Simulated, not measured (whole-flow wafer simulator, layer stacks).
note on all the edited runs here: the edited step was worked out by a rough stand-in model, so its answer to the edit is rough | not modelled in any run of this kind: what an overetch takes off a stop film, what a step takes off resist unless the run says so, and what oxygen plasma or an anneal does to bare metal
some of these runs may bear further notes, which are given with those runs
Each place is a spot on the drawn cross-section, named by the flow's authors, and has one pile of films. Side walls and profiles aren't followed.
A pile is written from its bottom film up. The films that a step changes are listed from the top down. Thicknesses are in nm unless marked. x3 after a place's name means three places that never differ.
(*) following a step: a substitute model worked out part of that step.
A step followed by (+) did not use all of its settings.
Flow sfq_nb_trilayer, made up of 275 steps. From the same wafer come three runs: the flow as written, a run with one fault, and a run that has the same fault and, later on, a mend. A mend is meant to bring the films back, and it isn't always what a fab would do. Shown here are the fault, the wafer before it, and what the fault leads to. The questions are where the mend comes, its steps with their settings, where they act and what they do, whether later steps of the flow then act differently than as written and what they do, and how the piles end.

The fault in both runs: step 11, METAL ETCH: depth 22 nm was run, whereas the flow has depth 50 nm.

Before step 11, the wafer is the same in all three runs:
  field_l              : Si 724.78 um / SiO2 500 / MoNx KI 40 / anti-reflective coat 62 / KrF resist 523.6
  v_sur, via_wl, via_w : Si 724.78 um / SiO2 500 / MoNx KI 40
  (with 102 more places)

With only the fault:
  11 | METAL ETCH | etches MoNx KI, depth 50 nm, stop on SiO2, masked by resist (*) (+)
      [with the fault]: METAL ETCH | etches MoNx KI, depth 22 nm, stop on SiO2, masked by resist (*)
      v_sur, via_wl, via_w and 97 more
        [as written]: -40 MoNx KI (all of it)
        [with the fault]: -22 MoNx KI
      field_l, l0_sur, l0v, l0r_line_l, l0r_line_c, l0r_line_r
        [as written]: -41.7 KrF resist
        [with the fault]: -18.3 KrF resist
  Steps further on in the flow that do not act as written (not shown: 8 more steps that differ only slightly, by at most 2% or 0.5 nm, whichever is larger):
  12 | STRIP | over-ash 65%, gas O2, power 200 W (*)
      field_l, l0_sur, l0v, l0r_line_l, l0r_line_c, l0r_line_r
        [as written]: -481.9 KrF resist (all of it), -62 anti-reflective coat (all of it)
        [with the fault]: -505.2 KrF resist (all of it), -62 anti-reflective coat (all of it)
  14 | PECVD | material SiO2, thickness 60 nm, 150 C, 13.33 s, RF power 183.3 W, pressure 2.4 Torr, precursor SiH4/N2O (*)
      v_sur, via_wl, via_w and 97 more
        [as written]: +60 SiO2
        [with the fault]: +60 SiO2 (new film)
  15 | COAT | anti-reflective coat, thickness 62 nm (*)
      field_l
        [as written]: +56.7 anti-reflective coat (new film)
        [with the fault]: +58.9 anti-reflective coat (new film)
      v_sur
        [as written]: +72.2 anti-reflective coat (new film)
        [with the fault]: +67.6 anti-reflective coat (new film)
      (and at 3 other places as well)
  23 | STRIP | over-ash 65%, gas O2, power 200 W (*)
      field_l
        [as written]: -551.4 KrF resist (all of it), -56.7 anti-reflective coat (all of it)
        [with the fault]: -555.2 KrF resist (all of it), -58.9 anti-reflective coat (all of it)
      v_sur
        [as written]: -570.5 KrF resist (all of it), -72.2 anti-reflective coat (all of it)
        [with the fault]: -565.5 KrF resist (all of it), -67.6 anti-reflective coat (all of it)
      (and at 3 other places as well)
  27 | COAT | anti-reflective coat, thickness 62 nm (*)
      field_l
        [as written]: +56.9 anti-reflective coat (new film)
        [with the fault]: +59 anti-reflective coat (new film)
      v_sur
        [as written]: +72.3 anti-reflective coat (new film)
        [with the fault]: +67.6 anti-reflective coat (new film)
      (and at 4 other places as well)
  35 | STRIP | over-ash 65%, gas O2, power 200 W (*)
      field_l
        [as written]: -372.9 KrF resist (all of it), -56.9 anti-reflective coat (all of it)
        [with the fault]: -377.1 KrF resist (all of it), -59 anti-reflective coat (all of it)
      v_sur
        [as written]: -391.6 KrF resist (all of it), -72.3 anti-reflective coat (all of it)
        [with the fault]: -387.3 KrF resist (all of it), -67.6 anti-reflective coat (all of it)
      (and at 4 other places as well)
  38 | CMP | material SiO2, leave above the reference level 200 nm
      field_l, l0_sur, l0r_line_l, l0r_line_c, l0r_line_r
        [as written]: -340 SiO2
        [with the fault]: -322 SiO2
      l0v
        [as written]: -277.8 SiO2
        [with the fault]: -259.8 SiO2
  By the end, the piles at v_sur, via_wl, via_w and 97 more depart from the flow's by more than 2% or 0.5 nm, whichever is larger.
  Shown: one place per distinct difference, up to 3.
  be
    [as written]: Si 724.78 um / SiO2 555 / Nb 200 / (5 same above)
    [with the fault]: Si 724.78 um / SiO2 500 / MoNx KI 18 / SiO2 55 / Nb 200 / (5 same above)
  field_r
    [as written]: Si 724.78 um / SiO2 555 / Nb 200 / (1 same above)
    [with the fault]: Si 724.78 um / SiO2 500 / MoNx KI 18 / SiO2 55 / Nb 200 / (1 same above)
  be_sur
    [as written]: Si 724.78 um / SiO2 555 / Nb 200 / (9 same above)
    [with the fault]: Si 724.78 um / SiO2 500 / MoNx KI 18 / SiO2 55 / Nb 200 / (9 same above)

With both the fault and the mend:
  The mend follows step 12.
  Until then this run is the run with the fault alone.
  12a | COAT | anti-reflective coat, thickness 62 nm (*) (a further turn of the flow's step 4)
      p4_fl x3, p4_w1 x9, p4_g1 x2 and 59 more
        +62 anti-reflective coat (new film)
      gap, jj_sur, ce_l and 7 more
        +62.9 anti-reflective coat (new film)
      via_v, wire, be, be_sur, moat, field_r, lsp_l
        +63 anti-reflective coat (new film)
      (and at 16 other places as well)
  12b | COAT | KrF resist, thickness 600 nm (*) (a further turn of the flow's step 5)
      p4_fl x3, p4_w1 x9, p4_g1 x2 and 59 more
        +600 KrF resist (new film)
      gap, jj_sur, ce_l and 6 more
        +603.7 KrF resist (new film)
      be, be_sur, r_end, moat
        +603.8 KrF resist (new film)
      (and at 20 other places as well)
  12c | SOFTBAKE | KrF resist (a further turn of the flow's step 6)
      does not change any film at any place that is followed
  12d | EXPOSE | photomask L0, dose 11.59 mJ/cm2, NA 0.6, wavelength 248 nm (*) (a further turn of the flow's step 7)
      does not change any film at any place that is followed
  12e | PEB | KrF resist, 90 s (a further turn of the flow's step 8)
      l0_sur, p4_fl x3, p4_w1 x9 and 64 more
        -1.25 KrF resist
      v_sur, via_wr, via_sp and 19 more
        -1.26 KrF resist
      via_wl, via_w, ln_m6, lsp_r, l0r_space_c
        -1.27 KrF resist
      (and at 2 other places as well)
  12f | DEVELOP | KrF resist, thickness 600 nm, 60 s (a further turn of the flow's step 9)
      p4_fl x3, p4_w1 x9, p4_g1 x2 and 59 more
        -598.7 KrF resist (all of it)
      jj_sur, ce_l, c5j, ce_r, sp_r, be_r, r_sur
        -602.4 KrF resist (all of it)
      field_l, l0_sur, l0v, l0r_line_l, l0r_line_c, l0r_line_r
        -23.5 KrF resist
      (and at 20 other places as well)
  12g | METAL ETCH | etches anti-reflective coat, depth 125 nm, masked by resist (*) (+) (a further turn of the flow's step 10)
      p4_fl x3, p4_w1 x9, p4_g1 x2 and 59 more
        -62 anti-reflective coat (all of it)
      gap, jj_sur, ce_l and 7 more
        -62.9 anti-reflective coat (all of it)
      via_v, wire, be, be_sur, moat, field_r, lsp_l
        -63 anti-reflective coat (all of it)
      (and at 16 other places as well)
  12h | METAL ETCH | etches MoNx KI, depth 28 nm, stop on SiO2, masked by resist (+) (a further turn of the flow's step 11, with different settings)
      v_sur, via_wl, via_w and 97 more
        -18 MoNx KI (all of it)
      field_l, l0_sur, l0v, l0r_line_l, l0r_line_c, l0r_line_r
        -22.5 KrF resist
  12i | STRIP | over-ash 65%, gas O2, power 200 W (*) (a further turn of the flow's step 12)
      l0r_line_l, l0r_line_c, l0r_line_r
        -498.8 KrF resist (all of it), -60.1 anti-reflective coat (all of it)
      field_l
        -496 KrF resist (all of it), -58.8 anti-reflective coat (all of it)
      l0_sur
        -497 KrF resist (all of it), -57.1 anti-reflective coat (all of it)
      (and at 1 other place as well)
  Later steps of the flow that are run all act as written at every place that is followed.
  At every place that both follow, the piles at the end match the flow's.
